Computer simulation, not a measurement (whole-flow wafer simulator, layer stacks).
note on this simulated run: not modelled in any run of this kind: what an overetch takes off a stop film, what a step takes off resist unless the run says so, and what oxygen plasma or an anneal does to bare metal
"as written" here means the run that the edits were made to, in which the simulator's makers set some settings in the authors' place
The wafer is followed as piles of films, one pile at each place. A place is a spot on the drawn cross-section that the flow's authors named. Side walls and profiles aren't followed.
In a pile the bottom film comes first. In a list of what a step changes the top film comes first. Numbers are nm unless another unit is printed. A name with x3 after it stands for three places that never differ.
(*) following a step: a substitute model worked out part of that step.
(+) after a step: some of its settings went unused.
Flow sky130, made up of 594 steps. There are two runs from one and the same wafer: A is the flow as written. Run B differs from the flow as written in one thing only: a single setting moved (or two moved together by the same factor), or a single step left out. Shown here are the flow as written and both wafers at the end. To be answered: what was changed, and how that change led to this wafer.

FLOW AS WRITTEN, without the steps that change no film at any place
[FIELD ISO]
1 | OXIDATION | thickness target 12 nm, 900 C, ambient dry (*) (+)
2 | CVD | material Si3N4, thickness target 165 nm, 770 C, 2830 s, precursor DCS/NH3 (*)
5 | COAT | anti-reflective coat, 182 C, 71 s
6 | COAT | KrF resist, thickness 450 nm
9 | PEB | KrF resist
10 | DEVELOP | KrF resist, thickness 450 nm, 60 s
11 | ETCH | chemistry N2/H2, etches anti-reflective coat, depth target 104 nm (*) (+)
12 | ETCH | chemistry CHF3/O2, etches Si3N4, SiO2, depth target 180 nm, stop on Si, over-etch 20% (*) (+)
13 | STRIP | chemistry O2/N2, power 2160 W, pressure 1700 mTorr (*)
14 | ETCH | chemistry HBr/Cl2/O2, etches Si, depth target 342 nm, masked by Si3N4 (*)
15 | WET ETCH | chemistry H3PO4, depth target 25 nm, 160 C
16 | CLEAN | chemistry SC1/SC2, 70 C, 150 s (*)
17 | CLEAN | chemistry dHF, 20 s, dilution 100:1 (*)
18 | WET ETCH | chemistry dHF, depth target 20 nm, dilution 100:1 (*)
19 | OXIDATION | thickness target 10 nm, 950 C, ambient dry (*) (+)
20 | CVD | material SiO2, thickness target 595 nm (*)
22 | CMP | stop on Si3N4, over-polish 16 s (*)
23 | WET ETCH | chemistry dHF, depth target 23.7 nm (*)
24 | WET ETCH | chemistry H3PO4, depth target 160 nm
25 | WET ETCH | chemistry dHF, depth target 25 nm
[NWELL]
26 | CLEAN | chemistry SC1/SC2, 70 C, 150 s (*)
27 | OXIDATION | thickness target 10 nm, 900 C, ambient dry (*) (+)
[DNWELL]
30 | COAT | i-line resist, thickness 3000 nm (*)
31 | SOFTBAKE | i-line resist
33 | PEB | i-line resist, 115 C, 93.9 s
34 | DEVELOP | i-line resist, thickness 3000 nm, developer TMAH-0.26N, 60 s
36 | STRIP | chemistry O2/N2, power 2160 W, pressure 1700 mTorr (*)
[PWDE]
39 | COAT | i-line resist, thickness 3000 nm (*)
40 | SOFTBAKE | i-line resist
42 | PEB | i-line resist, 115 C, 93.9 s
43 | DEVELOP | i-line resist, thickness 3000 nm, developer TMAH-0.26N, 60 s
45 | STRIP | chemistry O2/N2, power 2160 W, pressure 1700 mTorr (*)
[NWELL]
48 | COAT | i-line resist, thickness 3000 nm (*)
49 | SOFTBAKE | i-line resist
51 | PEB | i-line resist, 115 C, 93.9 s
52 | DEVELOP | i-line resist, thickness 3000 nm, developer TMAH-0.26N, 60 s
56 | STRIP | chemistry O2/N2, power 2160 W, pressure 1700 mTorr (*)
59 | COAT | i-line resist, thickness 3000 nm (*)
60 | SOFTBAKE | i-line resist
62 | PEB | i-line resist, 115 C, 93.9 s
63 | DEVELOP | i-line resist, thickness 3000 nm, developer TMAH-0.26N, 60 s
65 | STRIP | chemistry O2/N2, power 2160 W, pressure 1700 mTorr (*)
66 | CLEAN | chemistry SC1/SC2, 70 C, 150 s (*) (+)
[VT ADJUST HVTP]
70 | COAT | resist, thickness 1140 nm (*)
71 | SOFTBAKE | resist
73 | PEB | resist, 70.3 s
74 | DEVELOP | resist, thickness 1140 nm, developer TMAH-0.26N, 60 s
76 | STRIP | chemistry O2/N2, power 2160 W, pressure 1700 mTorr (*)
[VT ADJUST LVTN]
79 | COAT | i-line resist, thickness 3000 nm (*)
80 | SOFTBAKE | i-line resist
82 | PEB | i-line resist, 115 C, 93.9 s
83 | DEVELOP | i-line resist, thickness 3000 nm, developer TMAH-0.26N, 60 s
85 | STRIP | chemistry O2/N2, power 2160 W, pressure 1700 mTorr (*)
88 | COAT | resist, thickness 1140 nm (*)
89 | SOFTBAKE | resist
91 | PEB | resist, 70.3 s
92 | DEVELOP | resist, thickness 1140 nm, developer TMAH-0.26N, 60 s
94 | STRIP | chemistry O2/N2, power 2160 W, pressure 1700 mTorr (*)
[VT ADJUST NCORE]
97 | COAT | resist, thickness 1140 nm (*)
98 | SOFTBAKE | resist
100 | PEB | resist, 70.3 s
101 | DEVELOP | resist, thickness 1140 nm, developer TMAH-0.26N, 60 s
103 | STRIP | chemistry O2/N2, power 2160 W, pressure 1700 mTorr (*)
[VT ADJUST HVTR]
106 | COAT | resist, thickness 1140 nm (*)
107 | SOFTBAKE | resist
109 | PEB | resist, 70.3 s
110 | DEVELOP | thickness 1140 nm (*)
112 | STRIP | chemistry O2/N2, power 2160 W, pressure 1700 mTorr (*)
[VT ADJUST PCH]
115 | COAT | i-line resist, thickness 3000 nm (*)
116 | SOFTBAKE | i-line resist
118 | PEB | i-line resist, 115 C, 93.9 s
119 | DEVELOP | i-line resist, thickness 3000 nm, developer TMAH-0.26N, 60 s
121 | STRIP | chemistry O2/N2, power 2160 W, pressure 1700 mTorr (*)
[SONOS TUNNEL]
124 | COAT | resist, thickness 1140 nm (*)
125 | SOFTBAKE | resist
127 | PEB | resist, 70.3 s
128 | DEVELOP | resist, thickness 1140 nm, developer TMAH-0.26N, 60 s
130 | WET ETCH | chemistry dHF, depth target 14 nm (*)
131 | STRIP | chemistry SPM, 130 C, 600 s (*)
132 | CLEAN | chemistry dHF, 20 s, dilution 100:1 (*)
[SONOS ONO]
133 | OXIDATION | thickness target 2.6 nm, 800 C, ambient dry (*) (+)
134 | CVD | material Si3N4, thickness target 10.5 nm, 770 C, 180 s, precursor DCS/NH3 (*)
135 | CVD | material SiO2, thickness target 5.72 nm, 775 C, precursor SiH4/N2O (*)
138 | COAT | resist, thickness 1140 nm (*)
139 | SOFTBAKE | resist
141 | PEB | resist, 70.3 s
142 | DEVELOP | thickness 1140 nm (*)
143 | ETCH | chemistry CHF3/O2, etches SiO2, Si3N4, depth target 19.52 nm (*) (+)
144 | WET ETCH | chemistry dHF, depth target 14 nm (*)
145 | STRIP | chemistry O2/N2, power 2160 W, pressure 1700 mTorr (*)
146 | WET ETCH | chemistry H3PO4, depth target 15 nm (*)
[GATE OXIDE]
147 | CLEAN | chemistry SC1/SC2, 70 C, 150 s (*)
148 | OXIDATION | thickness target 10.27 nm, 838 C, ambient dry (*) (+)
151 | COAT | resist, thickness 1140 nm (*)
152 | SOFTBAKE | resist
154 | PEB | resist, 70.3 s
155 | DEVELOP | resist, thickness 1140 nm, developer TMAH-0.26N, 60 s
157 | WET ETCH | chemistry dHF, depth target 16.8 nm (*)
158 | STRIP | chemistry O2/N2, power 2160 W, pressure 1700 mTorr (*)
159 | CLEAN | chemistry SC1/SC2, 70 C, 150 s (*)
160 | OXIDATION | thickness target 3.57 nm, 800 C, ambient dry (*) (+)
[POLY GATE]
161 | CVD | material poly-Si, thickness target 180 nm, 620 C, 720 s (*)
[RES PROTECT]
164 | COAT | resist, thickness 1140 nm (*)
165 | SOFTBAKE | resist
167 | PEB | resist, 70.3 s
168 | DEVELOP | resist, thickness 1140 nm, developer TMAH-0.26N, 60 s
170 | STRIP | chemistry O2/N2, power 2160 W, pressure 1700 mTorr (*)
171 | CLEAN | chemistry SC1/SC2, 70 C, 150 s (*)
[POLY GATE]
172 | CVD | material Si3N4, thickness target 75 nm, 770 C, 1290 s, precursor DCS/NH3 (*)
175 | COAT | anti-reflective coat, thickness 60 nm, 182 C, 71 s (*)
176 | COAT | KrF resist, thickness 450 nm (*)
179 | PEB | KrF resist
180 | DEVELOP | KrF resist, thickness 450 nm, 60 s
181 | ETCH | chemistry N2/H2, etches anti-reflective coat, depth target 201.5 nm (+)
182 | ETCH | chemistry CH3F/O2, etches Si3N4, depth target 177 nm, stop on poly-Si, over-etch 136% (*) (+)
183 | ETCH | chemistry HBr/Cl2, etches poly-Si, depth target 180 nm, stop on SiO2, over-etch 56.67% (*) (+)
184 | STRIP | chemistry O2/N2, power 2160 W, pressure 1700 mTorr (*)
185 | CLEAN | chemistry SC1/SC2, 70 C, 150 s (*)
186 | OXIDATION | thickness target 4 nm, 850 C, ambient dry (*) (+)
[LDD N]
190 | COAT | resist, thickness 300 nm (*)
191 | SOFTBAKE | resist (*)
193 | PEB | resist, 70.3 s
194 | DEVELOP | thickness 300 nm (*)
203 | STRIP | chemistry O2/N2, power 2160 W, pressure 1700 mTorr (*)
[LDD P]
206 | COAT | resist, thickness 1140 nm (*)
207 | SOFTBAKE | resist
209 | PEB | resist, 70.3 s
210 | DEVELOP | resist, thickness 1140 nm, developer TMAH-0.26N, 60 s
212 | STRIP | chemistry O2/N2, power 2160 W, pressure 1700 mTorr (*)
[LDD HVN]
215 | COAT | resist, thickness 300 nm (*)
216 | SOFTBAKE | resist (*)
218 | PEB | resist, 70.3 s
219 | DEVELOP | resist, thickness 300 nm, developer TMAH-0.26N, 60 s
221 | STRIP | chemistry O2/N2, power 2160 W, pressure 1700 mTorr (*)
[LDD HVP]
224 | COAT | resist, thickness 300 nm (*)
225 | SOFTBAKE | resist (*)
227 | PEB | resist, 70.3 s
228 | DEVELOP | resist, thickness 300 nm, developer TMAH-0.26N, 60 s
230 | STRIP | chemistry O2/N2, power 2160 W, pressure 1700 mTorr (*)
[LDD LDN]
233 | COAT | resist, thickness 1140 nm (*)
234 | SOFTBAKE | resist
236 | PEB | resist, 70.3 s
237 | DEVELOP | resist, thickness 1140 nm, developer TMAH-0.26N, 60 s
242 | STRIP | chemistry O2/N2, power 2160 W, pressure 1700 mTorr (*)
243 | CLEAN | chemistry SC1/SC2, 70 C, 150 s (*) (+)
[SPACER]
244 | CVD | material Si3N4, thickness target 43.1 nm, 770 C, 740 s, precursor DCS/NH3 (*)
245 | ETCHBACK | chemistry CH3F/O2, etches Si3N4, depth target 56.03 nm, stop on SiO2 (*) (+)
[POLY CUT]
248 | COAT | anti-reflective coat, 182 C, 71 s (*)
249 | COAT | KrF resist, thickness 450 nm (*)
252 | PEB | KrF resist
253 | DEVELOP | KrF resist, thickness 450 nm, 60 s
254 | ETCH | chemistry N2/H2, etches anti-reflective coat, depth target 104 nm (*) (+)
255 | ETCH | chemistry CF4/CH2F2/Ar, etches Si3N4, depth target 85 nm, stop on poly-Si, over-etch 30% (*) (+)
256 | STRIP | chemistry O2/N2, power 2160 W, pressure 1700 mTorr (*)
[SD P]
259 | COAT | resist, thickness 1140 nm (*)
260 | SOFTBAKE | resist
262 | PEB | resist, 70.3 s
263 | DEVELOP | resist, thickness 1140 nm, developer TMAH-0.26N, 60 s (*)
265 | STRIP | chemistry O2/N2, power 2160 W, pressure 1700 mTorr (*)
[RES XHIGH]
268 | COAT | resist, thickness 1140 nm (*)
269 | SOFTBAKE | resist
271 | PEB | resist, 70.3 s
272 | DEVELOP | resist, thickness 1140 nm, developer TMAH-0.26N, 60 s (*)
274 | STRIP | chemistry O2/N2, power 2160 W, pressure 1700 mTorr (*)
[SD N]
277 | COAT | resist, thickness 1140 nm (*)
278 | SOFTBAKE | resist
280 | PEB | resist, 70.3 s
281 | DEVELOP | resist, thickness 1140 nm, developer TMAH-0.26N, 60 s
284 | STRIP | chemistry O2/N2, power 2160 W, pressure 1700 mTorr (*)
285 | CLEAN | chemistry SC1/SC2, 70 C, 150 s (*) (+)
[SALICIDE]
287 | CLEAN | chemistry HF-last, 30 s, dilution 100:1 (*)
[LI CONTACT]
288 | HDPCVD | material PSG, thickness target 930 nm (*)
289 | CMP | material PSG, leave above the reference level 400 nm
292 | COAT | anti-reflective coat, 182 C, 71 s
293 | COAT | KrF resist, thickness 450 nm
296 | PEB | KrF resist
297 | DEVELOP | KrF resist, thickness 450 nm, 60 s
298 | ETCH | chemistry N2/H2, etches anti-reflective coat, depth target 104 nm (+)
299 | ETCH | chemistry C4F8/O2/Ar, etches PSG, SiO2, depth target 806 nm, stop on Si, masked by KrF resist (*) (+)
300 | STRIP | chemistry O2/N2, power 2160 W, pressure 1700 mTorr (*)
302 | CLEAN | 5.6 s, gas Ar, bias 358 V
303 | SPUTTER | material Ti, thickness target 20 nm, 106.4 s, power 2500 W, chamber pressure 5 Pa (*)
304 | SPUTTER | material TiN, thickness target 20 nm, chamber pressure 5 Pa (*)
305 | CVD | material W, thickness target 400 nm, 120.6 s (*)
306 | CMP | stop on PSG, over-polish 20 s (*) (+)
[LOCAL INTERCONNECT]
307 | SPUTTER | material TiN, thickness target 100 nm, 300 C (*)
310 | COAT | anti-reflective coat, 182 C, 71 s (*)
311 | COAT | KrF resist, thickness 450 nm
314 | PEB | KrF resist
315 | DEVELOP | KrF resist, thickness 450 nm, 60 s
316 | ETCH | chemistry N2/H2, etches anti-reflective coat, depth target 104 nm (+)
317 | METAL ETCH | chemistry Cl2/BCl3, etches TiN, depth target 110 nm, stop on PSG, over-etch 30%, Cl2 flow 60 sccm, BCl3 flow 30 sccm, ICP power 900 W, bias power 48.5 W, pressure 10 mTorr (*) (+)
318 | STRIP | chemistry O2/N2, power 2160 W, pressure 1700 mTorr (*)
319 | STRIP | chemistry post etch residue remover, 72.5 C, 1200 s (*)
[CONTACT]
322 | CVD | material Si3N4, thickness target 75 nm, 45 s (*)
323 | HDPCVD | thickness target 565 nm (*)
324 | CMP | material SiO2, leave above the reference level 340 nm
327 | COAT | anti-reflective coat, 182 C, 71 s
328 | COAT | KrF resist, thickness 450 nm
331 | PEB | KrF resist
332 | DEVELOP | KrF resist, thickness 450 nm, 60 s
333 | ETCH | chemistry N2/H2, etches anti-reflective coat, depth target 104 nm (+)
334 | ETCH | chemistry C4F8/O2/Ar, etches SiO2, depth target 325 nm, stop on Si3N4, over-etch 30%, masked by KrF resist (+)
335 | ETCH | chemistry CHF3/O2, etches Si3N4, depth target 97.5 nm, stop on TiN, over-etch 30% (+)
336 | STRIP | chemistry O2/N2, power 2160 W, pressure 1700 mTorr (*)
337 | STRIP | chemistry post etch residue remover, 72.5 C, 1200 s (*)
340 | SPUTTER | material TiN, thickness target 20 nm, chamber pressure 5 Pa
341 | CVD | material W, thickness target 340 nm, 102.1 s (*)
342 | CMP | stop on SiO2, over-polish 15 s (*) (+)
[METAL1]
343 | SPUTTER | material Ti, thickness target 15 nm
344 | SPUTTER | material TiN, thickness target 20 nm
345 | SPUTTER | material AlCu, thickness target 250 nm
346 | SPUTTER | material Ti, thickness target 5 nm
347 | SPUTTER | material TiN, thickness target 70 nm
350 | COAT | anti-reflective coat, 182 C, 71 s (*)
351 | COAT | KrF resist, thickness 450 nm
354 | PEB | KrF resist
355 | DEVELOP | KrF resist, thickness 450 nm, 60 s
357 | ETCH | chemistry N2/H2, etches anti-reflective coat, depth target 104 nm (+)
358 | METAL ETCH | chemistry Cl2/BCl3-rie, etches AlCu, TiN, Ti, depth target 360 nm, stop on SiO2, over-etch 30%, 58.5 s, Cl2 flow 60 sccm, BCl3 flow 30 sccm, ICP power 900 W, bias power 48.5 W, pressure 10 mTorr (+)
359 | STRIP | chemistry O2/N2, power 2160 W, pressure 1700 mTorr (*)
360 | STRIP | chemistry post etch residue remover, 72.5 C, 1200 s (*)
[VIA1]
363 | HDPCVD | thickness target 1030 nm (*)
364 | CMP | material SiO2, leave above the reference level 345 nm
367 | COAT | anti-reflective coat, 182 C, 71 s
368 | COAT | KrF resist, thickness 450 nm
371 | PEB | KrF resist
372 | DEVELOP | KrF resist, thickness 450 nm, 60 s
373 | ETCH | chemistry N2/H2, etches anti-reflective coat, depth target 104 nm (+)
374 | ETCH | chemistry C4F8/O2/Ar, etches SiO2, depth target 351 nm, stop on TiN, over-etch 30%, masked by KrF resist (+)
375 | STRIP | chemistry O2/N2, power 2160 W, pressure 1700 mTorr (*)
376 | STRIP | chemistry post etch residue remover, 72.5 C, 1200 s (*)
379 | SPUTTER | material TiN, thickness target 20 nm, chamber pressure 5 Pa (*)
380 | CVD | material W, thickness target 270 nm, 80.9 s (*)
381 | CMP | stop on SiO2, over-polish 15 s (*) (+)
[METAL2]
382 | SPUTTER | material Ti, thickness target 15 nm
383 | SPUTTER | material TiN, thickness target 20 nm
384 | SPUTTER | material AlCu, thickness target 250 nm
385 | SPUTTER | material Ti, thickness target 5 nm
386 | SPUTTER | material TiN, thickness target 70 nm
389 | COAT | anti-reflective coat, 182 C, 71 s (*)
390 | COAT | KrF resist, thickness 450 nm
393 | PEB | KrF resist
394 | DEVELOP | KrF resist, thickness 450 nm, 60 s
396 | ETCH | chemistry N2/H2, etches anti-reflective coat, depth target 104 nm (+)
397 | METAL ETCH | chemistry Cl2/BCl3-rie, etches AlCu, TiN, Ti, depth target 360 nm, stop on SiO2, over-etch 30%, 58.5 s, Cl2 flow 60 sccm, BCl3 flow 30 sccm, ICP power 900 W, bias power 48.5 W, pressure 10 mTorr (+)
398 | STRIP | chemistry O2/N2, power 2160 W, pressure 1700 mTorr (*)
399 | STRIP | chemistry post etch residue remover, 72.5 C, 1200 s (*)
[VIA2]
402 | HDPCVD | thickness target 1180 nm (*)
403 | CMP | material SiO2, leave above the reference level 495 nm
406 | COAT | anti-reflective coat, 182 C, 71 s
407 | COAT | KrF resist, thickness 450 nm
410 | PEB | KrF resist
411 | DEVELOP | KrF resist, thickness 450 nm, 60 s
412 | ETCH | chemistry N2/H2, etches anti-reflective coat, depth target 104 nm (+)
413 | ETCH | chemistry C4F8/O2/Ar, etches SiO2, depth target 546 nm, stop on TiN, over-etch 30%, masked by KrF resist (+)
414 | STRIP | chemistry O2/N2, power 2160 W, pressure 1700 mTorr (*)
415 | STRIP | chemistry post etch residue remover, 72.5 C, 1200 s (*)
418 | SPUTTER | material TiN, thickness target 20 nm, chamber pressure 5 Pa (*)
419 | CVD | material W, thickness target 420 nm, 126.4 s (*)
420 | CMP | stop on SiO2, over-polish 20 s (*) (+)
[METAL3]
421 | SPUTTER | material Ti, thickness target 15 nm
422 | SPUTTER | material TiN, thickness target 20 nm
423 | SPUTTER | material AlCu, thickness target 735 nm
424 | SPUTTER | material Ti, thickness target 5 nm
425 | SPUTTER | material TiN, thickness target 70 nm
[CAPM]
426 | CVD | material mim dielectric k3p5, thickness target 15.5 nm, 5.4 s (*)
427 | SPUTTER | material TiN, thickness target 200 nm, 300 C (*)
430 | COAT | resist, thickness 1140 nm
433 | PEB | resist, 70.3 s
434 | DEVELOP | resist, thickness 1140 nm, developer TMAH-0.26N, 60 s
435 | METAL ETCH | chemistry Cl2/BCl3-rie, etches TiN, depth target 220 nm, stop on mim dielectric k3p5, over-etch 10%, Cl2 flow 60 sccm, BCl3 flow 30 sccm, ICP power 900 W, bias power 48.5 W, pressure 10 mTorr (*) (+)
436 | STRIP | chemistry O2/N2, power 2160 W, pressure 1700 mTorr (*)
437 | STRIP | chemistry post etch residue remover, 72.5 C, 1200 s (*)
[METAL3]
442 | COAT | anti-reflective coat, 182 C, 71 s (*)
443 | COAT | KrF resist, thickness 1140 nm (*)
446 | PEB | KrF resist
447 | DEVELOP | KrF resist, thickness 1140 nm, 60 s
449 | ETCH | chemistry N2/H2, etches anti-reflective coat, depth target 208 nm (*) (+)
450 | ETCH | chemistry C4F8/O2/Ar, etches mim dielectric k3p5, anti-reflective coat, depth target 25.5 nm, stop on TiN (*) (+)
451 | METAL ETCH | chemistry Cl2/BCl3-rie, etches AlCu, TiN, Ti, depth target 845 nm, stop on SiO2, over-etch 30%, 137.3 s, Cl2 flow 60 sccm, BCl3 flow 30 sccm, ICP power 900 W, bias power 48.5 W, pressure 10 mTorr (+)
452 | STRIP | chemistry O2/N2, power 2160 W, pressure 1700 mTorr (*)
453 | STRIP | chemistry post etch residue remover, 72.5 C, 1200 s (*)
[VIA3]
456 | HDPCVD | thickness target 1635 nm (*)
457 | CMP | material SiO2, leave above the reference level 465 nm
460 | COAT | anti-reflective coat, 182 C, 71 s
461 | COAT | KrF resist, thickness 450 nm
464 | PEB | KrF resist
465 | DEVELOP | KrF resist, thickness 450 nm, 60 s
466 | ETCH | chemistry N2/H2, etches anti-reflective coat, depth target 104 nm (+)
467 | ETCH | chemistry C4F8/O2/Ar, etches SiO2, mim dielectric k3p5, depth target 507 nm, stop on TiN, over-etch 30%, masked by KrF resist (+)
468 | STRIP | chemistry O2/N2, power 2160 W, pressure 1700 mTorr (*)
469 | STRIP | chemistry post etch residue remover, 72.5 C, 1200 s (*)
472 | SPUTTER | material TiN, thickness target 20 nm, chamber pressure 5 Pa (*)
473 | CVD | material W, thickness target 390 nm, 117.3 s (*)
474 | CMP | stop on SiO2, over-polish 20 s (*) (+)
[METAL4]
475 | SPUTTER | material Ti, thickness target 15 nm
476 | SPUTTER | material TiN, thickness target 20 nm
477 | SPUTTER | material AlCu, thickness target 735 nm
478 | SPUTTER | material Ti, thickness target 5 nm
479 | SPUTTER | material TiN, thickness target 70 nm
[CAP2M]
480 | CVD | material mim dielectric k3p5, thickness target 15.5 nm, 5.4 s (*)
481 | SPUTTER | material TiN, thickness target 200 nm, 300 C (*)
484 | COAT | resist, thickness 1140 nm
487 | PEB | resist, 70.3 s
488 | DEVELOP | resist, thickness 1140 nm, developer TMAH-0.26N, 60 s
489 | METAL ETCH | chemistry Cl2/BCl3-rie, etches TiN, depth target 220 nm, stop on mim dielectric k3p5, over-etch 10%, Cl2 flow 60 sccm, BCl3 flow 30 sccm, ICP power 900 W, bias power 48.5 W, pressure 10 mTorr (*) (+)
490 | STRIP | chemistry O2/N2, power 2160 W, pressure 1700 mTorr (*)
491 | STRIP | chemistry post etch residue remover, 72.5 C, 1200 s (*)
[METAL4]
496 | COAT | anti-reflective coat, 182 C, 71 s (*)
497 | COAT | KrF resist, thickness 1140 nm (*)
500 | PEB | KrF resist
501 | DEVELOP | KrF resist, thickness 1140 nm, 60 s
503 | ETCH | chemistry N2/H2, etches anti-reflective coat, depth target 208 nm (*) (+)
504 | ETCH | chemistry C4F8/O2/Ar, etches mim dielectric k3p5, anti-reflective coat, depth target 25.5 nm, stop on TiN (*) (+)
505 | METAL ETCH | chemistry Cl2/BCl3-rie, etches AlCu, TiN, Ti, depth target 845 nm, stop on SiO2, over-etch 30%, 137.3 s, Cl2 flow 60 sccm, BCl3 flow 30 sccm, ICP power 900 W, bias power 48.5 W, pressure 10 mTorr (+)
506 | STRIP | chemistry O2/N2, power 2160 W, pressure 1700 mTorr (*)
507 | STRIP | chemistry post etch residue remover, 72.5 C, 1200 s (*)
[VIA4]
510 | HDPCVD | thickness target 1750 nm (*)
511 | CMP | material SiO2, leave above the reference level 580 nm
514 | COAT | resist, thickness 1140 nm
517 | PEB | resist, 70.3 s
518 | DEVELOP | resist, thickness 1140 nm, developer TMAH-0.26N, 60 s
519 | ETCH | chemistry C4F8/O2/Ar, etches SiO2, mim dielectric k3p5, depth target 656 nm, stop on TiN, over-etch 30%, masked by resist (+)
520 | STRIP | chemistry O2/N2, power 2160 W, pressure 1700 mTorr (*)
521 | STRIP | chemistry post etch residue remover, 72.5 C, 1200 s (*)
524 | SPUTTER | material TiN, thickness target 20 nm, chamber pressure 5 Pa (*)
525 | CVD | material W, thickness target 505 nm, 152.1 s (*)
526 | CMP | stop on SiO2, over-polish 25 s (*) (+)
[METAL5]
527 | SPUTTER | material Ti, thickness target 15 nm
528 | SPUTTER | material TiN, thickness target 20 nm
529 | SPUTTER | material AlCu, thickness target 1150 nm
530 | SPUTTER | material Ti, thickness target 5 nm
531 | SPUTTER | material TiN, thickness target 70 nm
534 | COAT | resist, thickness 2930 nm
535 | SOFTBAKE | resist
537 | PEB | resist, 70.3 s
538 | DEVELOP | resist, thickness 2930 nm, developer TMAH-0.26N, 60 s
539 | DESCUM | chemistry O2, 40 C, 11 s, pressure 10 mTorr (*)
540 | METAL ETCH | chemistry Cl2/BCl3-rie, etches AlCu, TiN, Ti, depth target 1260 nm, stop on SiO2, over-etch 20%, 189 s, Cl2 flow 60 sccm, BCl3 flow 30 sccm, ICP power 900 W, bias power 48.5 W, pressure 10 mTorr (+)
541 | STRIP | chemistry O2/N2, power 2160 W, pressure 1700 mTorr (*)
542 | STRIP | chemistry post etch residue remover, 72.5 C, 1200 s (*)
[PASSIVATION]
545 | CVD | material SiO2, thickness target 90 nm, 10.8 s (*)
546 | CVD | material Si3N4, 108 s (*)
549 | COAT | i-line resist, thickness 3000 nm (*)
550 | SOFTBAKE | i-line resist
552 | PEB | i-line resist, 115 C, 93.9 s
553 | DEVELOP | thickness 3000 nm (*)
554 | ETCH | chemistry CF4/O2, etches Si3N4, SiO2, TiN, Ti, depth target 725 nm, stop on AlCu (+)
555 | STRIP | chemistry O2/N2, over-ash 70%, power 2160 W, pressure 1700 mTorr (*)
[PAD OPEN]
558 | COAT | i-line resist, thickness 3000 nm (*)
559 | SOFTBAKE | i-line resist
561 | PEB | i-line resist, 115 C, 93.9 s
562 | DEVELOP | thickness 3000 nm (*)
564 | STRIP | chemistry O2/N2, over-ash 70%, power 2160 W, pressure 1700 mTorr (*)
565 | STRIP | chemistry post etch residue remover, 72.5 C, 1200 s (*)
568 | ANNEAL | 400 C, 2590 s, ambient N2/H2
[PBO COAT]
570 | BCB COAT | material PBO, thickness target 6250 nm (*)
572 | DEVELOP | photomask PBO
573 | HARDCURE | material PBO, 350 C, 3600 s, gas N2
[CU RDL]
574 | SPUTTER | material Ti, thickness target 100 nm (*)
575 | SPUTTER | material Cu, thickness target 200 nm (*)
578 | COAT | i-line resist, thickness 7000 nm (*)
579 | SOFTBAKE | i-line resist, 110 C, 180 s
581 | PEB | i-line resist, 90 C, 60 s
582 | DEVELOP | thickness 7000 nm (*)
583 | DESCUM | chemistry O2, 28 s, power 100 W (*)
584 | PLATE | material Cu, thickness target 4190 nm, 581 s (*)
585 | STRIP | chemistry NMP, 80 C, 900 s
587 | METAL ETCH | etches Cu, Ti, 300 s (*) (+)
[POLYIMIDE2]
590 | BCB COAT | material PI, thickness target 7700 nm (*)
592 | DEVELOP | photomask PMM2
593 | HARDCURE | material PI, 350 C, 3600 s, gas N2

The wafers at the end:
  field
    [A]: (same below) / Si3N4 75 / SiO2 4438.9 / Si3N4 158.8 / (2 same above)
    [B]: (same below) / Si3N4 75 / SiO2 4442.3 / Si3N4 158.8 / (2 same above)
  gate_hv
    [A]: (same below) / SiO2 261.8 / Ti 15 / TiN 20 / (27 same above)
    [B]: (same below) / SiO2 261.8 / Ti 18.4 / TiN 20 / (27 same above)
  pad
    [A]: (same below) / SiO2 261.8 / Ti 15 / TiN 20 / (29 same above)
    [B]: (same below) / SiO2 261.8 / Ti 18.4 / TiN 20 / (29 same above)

The reason: step 343, SPUTTER: thickness target 18.4 nm was run, whereas the flow has thickness target 15 nm.
One can read it off the wafer: gate_hv has Ti 18.4, and step 343 as written asks for 15 nm.

How this came from the change, step by step:
  343 | SPUTTER | material Ti, thickness target 15 nm
      field, active, n_well and 188 more: A +15 Ti (new film) | B +18.4 Ti (new film)
  358 | METAL ETCH | chemistry Cl2/BCl3-rie, etches AlCu, TiN, Ti, depth target 360 nm, stop on SiO2, over-etch 30%, 58.5 s, Cl2 flow 60 sccm, BCl3 flow 30 sccm, ICP power 900 W, bias power 48.5 W, pressure 10 mTorr (+)
      field, active, gate and 81 more: A -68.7 TiN (all of it), -5 Ti (all of it), -250 AlCu (all of it), -20 TiN (all of it), -15 Ti (all of it), -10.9 SiO2 | B -68.7 TiN (all of it), -5 Ti (all of it), -250 AlCu (all of it), -20 TiN (all of it), -18.4 Ti (all of it), -10.6 SiO2
